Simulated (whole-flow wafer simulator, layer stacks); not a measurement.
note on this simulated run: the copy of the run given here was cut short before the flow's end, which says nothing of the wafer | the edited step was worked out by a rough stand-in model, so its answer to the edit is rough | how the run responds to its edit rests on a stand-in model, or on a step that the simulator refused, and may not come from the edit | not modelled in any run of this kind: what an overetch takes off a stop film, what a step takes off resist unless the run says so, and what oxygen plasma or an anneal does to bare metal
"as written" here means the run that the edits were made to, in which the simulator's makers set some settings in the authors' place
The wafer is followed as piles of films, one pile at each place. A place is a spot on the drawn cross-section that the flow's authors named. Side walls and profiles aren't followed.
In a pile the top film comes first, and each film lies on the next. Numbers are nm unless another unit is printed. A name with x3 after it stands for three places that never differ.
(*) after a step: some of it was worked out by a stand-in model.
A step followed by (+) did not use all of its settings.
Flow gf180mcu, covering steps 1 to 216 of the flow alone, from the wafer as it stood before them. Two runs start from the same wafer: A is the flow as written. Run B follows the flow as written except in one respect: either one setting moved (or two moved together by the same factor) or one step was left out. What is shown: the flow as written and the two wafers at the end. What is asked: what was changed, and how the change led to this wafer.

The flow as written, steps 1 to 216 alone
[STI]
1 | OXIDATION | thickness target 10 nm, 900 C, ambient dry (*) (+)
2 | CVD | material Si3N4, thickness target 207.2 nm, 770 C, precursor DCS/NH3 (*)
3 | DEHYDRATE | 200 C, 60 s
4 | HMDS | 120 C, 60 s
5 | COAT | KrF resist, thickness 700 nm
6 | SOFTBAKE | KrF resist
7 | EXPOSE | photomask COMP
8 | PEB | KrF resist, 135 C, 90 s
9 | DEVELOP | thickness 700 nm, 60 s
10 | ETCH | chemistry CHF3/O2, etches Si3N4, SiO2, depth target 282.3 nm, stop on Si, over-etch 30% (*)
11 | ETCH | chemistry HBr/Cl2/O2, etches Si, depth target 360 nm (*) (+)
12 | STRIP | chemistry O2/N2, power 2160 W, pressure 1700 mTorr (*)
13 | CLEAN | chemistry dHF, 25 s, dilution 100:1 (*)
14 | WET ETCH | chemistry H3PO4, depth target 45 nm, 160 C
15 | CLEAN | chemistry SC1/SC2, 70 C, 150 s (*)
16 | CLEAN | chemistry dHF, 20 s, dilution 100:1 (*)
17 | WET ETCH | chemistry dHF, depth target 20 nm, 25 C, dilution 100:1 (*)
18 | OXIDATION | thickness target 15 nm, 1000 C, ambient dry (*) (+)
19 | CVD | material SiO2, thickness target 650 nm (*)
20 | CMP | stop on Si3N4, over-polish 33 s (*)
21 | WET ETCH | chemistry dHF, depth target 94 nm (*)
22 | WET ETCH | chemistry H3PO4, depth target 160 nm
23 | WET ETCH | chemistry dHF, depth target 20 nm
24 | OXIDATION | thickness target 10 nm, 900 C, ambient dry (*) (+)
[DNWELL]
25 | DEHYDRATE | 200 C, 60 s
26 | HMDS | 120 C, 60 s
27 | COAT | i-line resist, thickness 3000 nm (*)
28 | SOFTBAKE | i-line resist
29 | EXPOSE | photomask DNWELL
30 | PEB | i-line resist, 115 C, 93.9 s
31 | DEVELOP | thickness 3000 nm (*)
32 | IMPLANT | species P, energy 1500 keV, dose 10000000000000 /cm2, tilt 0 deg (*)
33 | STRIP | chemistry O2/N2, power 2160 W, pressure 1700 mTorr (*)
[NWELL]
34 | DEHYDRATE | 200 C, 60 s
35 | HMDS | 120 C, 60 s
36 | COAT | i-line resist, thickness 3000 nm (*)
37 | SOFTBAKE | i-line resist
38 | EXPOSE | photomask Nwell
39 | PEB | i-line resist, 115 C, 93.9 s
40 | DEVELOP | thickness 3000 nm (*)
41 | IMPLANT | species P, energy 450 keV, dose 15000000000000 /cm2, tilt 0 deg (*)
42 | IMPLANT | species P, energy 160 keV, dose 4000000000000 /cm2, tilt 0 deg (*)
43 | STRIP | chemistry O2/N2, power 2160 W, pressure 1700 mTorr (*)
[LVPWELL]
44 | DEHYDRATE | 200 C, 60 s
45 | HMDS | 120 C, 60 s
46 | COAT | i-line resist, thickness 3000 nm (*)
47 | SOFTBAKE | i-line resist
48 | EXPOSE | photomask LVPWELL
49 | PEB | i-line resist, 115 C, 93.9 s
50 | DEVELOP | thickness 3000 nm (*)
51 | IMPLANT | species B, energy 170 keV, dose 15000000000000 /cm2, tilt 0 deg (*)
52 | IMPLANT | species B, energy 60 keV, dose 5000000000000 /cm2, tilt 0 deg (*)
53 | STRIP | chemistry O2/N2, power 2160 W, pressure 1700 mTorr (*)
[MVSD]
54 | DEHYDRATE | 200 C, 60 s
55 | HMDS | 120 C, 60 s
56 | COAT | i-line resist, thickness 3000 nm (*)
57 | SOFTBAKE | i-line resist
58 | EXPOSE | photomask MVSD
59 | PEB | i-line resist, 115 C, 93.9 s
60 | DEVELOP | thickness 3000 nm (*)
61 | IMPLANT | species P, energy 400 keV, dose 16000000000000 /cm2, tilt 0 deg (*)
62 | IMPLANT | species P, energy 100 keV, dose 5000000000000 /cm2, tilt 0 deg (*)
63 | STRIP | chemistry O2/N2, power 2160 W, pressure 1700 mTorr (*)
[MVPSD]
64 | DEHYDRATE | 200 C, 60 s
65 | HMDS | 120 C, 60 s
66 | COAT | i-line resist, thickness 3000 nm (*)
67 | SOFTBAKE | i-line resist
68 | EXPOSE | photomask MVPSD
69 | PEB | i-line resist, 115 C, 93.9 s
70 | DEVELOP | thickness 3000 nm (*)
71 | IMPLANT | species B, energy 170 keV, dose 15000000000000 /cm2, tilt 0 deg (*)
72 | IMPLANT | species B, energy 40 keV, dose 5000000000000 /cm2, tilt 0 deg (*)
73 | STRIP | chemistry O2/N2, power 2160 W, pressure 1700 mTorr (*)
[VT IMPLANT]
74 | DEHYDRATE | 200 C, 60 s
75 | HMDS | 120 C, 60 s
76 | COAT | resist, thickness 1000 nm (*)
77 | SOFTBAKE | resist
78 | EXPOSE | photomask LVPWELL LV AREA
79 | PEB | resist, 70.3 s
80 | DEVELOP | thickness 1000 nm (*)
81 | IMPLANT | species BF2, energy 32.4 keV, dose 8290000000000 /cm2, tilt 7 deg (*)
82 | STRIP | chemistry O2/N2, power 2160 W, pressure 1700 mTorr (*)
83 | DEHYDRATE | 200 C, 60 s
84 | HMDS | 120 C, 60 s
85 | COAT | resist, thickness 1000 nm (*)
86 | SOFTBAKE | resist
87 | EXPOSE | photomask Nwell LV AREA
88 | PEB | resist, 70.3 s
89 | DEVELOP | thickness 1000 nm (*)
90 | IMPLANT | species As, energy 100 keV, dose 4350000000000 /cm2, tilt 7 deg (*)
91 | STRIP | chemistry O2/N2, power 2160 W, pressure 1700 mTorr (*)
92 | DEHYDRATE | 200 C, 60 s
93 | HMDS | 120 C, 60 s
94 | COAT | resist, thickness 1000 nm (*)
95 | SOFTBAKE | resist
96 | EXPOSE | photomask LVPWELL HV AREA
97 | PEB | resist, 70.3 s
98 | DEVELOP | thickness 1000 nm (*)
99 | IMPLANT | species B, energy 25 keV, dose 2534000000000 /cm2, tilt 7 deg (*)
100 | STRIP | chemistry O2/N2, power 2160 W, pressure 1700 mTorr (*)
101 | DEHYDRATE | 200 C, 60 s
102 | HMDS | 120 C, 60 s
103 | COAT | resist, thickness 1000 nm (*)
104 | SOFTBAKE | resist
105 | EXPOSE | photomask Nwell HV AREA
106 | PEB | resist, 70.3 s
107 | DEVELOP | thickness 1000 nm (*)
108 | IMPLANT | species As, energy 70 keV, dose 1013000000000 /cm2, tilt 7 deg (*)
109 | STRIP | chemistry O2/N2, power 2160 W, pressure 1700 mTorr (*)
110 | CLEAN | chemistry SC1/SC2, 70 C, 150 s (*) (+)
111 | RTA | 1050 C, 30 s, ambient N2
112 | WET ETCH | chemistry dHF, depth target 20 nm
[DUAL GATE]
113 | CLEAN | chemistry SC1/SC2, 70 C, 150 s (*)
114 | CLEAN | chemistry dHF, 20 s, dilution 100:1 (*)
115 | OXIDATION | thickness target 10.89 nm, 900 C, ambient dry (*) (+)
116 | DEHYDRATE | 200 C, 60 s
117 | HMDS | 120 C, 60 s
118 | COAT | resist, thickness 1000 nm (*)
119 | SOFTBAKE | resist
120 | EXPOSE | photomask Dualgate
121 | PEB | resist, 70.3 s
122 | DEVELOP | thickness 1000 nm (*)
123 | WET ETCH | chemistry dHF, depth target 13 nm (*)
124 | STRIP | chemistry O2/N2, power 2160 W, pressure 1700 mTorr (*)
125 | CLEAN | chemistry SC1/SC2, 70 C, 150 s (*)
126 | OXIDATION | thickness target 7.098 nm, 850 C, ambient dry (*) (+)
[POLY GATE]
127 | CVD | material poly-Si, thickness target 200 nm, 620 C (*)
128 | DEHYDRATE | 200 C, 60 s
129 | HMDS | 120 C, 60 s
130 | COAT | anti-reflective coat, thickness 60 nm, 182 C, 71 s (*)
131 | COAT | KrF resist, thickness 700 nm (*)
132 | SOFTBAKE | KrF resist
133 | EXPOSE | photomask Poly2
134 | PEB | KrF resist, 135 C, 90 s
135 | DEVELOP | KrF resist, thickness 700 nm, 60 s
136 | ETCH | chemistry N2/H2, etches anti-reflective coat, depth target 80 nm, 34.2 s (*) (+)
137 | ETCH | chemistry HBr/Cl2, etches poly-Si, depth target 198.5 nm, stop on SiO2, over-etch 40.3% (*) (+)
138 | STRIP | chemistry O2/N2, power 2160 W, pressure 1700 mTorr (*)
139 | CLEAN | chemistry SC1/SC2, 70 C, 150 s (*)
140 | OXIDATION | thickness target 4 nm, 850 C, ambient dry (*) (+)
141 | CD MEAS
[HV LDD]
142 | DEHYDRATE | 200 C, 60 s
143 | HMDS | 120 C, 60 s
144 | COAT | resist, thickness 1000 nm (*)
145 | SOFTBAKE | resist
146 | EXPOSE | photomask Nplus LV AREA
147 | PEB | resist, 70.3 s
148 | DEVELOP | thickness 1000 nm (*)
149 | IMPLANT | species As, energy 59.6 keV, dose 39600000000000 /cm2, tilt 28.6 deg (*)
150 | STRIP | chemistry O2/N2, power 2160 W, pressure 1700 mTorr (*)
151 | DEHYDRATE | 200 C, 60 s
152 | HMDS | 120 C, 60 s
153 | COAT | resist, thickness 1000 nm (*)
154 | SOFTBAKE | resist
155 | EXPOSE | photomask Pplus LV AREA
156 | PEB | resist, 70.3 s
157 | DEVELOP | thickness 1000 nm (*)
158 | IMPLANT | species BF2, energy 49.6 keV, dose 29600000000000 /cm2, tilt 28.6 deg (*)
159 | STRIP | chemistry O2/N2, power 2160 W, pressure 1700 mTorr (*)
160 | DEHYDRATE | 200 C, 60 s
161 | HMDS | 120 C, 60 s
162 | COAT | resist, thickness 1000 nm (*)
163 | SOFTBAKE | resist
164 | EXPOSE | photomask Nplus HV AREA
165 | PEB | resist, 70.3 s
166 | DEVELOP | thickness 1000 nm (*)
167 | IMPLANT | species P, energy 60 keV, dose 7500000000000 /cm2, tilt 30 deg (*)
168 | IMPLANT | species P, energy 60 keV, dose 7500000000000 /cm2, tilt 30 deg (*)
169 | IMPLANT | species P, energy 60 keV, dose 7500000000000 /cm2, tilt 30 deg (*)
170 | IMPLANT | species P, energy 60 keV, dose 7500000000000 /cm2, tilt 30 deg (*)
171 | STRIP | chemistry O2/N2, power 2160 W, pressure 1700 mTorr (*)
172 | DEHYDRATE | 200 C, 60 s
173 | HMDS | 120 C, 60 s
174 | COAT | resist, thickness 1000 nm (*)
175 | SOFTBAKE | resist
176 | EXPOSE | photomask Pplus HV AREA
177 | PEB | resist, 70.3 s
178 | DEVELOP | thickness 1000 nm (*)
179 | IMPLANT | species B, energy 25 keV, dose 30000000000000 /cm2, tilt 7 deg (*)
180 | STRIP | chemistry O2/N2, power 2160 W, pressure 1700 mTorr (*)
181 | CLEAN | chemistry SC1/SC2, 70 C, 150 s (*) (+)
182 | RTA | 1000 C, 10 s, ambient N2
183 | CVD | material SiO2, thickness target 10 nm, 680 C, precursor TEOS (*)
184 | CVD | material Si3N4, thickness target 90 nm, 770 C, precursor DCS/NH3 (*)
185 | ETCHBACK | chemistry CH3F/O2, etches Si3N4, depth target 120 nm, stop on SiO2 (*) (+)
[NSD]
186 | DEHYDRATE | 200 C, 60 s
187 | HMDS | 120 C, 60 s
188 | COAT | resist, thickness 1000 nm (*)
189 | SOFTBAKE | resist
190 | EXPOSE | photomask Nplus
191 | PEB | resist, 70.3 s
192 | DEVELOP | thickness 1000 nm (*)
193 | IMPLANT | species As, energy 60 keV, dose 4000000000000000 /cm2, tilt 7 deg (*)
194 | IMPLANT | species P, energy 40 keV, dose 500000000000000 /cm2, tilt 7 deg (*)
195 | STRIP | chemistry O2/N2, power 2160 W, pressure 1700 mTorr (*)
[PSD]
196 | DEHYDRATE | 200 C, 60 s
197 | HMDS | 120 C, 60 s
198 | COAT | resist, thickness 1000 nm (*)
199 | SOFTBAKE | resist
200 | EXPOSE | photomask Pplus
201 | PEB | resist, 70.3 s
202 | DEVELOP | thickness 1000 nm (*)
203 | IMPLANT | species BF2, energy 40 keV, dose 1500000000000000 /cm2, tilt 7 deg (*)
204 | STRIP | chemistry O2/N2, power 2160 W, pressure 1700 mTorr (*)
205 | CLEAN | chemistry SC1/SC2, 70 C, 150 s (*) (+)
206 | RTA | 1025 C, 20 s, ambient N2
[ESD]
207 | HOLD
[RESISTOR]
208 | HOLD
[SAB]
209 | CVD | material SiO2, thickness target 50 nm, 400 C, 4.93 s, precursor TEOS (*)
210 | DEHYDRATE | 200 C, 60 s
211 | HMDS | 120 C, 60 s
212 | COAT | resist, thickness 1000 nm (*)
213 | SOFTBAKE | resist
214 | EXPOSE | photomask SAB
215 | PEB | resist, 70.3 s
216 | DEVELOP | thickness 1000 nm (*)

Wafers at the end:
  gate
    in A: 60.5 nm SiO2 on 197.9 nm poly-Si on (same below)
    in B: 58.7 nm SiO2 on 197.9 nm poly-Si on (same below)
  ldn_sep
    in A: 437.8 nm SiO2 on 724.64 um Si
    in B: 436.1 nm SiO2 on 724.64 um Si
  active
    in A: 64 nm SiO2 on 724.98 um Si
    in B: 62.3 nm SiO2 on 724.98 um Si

What caused this: step 185, ETCHBACK: depth target 141 nm was run, while the flow as written has depth target 120 nm.

The path from the change to this, step by step:
  185 | ETCHBACK | chemistry CH3F/O2, etches Si3N4, depth target 120 nm, stop on SiO2 (*) (+)
      field, field__w1, field__w2 and 100 more: A -90 Si3N4 (all of it), -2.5 SiO2 | B -90 Si3N4 (all of it), -4.25 SiO2
  189 | SOFTBAKE | resist
      field: A +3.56 resist | B -0.36 resist
      nw_enc_fld: A +2.84 resist | B +1 resist
      (and at 1 other place as well)
  199 | SOFTBAKE | resist
      field: A +3.56 resist | B -0.36 resist
      nw_enc_fld: A +4.22 resist | B +2.01 resist
      (and at 1 other place as well)
